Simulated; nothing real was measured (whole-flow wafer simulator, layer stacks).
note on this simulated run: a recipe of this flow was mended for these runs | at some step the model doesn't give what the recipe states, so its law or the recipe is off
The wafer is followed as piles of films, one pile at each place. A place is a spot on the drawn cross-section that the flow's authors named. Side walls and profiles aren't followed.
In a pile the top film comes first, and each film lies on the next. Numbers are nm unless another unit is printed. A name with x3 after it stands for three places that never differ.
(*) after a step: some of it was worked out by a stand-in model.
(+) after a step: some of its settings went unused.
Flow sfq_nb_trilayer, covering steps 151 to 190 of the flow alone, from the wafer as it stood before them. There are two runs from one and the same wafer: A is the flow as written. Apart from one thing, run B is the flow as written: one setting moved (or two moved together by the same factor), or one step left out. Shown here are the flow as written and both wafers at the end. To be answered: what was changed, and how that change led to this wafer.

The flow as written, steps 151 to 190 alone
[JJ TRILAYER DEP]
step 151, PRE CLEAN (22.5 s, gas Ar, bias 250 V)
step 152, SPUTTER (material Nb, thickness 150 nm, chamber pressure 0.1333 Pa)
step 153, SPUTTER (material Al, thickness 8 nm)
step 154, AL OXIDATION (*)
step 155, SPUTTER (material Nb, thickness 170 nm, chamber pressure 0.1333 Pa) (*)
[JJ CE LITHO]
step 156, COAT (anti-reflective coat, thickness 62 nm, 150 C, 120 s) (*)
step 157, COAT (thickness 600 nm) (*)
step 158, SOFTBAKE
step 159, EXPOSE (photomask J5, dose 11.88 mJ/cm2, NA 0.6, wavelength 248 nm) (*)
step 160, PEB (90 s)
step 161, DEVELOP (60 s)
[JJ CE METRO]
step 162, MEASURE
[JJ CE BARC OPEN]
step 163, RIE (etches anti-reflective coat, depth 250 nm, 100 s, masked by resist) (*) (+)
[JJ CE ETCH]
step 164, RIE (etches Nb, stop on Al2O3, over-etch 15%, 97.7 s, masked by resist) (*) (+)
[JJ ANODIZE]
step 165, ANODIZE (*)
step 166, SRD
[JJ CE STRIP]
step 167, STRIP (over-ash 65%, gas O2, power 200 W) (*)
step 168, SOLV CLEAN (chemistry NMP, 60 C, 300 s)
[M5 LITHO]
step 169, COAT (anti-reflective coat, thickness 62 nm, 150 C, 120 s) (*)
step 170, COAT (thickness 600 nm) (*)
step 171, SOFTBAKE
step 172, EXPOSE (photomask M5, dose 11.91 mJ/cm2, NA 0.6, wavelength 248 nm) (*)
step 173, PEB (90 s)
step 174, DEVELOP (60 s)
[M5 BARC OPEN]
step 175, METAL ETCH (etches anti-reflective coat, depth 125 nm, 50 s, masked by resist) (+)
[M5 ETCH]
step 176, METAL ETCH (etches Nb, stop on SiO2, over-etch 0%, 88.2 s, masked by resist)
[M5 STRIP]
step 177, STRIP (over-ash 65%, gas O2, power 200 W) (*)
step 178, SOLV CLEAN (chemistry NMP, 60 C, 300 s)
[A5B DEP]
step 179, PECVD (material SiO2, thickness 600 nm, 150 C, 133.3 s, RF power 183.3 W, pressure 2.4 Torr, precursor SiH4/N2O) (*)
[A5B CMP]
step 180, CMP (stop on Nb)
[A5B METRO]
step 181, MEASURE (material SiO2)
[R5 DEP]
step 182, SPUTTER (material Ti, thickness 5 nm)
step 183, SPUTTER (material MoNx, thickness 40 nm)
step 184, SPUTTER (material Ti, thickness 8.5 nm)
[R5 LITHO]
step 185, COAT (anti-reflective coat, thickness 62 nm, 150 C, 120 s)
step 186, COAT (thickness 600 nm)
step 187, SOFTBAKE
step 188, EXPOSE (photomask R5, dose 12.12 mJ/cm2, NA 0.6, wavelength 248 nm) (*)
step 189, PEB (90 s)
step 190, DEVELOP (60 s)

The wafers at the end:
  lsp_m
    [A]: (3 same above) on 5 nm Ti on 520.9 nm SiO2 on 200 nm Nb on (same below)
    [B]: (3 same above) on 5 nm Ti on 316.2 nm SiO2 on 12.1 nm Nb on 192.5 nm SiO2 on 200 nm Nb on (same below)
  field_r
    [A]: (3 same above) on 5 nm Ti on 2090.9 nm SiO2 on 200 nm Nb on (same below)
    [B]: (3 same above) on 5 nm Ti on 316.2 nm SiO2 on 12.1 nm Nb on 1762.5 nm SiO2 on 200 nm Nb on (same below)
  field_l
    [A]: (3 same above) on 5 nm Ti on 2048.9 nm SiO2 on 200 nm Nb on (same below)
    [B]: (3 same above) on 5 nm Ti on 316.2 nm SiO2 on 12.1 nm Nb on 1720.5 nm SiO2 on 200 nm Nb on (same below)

Cause: step 176, METAL ETCH: 56.45 s was run, while the flow as written has 88.2 s.

How this came from the change, step by step:
  step 176, METAL ETCH (etches Nb, stop on SiO2, over-etch 0%, 88.2 s, masked by resist)
      field_l, res, r_end and 47 more: A -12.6 Al2O3 (all of it), -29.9 Nb2O5 (all of it), -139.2 Nb (all of it), -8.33 SiO2 | B -12.6 Al2O3 (all of it), -29.9 Nb2O5 (all of it), -127.1 Nb
      r_sur, wl_a_sl, wl_a_m6: A -12.5 Al2O3 (all of it), -29.9 Nb2O5 (all of it), -139.2 Nb (all of it), -8.33 SiO2 | B -12.5 Al2O3 (all of it), -29.9 Nb2O5 (all of it), -127.1 Nb
      (also at 53 further places)
  step 177, STRIP (over-ash 65%, gas O2, power 200 W) (*)
      l0r_line_l x3, l0r_space_c x22, m0r_space_l x2, r5r_line_l x3: A -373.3 KrF-resist-other-grade (all of it), -62 anti-reflective coat (all of it) | B -421 KrF-resist-other-grade (all of it), -62 anti-reflective coat (all of it)
      v_sur: A -366.5 KrF-resist-other-grade (all of it), -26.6 anti-reflective coat (all of it) | B -414.2 KrF-resist-other-grade (all of it), -26.6 anti-reflective coat (all of it)
      (also at 22 further places)
  step 179, PECVD (material SiO2, thickness 600 nm, 150 C, 133.3 s, RF power 183.3 W, pressure 2.4 Torr, precursor SiH4/N2O) (*)
      field_l, lsp_m, ln_m6 and 44 more: A +600 SiO2 | B +600 SiO2 (new film)
      r_sur, res, r_end, moat, field_r, lsp_l: A +593.1 SiO2 | B +593.8 SiO2 (new film)
  step 180, CMP (stop on Nb)
      field_l, lsp_m, ln_m6 and 42 more: A -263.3 SiO2 | B -283.8 SiO2
      r_sur, res, r_end, moat, field_r, lsp_l: A -256.4 SiO2 | B -277.6 SiO2
      (also at 2 further places)
If metal films that touch count as one body, lsp_m has 4 bodies (between them, from the top down: SiO2 316.2; SiO2 192.5; SiO2 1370); the flow as written gives 3 bodies (between them, from the top down: SiO2 520.9; SiO2 1370).
If metal films that touch count as one body, field_r has 3 bodies (between them, from the top down: SiO2 316.2; SiO2 1762.5); the flow as written gives 2 bodies (between them, from the top down: SiO2 2090.9).
If metal films that touch count as one body, field_l has 4 bodies (between them, from the top down: SiO2 316.2; SiO2 1720.5; SiO2 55); the flow as written gives 3 bodies (between them, from the top down: SiO2 2048.9; SiO2 55).
